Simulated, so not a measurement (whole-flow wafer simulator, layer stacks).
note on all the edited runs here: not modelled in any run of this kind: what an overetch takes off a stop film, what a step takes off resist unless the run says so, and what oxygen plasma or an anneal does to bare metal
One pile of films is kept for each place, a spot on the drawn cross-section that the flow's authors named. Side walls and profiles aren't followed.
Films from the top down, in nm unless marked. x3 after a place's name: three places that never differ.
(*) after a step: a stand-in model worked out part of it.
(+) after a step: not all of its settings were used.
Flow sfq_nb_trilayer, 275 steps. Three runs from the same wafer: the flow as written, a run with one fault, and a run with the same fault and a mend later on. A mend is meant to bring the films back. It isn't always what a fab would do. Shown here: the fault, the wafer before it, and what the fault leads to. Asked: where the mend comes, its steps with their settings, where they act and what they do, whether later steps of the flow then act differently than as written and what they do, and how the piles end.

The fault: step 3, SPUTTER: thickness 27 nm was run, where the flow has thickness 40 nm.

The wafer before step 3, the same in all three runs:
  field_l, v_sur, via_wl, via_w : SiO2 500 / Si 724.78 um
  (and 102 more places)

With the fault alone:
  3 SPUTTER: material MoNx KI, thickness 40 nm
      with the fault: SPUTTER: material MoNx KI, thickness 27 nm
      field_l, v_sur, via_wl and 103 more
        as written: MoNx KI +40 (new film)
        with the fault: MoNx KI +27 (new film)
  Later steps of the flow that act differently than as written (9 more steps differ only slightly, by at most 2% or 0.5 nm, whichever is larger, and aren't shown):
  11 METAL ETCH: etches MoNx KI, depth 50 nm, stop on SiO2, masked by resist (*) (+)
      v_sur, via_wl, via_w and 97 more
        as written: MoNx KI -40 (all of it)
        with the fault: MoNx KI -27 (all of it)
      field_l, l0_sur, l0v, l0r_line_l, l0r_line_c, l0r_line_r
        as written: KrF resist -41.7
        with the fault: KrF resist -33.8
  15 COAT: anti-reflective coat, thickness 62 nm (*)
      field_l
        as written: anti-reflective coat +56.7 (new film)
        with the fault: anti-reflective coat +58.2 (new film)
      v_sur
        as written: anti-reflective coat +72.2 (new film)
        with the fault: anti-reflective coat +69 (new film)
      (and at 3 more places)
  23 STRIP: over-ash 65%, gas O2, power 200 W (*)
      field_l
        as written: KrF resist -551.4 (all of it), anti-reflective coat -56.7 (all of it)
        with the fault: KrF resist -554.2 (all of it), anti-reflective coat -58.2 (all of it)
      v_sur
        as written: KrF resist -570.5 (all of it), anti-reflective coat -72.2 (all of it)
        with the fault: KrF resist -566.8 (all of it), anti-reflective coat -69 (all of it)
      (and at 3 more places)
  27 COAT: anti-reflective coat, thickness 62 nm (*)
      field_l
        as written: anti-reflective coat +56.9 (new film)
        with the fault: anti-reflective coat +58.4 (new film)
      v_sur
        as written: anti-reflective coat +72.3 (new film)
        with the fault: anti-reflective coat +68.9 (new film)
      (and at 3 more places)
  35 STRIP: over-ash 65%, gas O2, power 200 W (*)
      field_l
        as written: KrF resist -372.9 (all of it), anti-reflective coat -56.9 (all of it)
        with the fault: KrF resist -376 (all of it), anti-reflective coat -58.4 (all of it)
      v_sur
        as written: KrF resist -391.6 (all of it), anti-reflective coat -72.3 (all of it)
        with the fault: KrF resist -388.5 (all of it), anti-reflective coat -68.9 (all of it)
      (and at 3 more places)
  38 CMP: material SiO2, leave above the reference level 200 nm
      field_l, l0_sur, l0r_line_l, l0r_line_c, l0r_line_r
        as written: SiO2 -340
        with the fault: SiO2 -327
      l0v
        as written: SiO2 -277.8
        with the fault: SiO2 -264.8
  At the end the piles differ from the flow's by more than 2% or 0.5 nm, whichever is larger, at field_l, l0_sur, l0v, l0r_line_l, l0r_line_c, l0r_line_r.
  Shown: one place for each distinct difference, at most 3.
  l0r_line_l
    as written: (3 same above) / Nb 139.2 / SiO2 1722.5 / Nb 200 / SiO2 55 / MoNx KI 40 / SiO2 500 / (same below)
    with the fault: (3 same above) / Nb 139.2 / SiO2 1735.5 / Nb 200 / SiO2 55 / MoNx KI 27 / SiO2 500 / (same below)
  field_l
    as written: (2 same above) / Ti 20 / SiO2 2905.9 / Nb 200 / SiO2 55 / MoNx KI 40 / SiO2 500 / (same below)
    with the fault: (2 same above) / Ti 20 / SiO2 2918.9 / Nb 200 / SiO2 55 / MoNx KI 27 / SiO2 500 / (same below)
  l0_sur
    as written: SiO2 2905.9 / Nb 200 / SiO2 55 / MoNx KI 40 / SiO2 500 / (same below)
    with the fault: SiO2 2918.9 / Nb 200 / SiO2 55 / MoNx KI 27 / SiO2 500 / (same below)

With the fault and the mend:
  The mend comes after step 3.
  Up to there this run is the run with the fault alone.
  3a SPUTTER: material MoNx KI, thickness 13 nm (the flow's step 3 once more, with other settings)
      field_l, v_sur, via_wl and 103 more
        MoNx KI +13
  No later step of the flow acts differently than as written at any place that is followed.
  At the end the piles are the same as the flow's at every place that both follow.
